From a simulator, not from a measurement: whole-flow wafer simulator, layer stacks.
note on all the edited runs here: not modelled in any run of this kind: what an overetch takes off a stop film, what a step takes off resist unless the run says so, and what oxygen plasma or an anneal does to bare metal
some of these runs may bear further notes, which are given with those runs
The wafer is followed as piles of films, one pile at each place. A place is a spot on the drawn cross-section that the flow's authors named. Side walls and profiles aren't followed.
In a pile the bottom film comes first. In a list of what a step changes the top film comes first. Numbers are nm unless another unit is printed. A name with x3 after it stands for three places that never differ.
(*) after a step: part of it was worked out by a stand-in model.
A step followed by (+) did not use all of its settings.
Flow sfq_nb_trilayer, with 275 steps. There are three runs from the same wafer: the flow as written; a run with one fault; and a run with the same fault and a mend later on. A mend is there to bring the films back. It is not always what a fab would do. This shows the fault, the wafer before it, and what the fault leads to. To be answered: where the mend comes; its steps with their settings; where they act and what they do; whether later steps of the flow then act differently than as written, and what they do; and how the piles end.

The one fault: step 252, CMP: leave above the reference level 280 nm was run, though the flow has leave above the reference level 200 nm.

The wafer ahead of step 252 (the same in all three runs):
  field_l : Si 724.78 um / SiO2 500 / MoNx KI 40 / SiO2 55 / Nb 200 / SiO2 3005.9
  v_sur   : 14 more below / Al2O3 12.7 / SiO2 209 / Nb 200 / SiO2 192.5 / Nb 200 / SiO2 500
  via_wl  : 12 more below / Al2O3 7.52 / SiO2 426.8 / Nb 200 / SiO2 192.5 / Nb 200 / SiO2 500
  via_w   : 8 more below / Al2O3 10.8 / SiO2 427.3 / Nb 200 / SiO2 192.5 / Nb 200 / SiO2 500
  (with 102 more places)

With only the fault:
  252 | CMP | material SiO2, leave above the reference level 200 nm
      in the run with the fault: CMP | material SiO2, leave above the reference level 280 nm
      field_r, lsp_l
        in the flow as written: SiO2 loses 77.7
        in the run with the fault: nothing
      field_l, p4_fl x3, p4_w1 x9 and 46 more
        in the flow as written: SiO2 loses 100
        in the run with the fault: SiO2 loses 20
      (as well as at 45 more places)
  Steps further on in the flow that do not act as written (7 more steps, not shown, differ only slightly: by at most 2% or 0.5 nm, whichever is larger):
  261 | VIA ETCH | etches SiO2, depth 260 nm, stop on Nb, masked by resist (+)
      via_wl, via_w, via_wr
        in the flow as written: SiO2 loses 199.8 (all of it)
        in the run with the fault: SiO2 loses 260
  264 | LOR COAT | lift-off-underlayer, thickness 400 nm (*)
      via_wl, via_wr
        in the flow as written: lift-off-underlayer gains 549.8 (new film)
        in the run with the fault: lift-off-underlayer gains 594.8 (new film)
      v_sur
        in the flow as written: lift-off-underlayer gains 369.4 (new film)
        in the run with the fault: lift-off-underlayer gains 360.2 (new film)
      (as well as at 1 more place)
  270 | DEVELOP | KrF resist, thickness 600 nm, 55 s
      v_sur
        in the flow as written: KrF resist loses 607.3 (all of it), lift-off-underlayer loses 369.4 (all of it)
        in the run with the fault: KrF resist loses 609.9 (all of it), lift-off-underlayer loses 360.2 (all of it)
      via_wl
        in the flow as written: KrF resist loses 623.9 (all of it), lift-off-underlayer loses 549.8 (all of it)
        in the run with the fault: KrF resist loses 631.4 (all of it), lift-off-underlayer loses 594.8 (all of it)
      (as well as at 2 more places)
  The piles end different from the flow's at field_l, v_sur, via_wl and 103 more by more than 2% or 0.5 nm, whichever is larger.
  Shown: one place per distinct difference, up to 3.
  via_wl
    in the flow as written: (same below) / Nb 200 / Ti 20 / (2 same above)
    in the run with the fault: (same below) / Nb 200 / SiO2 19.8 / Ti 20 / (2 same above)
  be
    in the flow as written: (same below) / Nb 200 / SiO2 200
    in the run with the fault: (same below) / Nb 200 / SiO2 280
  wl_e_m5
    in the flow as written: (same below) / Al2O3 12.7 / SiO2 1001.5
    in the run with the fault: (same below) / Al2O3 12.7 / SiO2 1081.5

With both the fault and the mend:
  The mend follows step 253.
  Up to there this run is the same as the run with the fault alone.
  253a | CMP | material SiO2, leave above the reference level 200 nm (the flow's step 252, run once more)
      field_l, v_sur, via_wl and 101 more
        SiO2 loses 80
      field_r, lsp_l
        SiO2 loses 77.7
  Later steps of the flow that are run all act as written at every place that is followed.
  By the end, the piles equal the flow's at every place that both follow.
